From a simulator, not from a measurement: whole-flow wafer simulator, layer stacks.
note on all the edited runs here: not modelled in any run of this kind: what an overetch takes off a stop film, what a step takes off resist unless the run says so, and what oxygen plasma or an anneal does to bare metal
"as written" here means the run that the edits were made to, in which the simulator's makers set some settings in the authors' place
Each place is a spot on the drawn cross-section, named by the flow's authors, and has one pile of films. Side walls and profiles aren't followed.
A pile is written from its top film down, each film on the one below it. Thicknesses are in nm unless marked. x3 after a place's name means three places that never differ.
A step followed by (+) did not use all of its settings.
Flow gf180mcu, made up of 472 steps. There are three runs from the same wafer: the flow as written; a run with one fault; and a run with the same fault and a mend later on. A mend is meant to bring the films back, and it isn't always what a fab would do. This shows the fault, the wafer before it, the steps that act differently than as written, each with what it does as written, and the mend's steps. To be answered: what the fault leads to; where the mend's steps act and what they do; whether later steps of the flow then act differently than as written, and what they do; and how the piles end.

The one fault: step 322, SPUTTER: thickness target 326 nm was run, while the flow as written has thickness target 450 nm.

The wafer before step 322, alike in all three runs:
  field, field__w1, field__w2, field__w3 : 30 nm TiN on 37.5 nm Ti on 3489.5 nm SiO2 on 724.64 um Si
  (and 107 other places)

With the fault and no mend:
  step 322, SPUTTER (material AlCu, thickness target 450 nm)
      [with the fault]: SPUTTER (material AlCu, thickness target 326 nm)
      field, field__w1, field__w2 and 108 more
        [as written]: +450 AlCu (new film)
        [with the fault]: +326 AlCu (new film)
  Steps later in the flow that act otherwise than as written:
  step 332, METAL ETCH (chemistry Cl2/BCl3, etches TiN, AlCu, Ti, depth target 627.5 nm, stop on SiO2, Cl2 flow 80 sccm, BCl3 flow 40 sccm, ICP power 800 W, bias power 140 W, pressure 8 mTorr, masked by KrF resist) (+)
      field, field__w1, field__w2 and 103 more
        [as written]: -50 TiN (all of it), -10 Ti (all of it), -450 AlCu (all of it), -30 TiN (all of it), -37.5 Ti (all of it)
        [with the fault]: -50 TiN (all of it), -10 Ti (all of it), -326 AlCu (all of it), -30 TiN (all of it), -37.5 Ti (all of it)
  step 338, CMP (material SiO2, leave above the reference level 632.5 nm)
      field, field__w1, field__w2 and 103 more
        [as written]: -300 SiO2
        [with the fault]: -424 SiO2
  At field__w4, field__w8, contact, m1, m1__w1, mim, mim_1p0, m1_nw, the piles at the end differ from the flow's by more than 2% or 0.5 nm, whichever is larger.
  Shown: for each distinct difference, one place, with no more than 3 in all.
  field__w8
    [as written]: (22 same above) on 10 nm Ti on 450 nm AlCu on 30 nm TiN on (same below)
    [with the fault]: (22 same above) on 10 nm Ti on 326 nm AlCu on 30 nm TiN on (same below)
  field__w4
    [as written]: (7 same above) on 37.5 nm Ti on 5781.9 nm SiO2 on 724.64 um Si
    [with the fault]: (7 same above) on 37.5 nm Ti on 5657.9 nm SiO2 on 724.64 um Si
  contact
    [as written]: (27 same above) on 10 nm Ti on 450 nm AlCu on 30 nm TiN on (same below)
    [with the fault]: (27 same above) on 10 nm Ti on 326 nm AlCu on 30 nm TiN on (same below)

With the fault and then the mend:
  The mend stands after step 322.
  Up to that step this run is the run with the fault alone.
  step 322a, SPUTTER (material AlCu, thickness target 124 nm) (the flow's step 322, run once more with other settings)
      field, field__w1, field__w2 and 108 more
        +124 AlCu
  None of the later steps of the flow acts differently than as written at any place that is followed.
  The piles end the same as the flow's at every place that both follow.
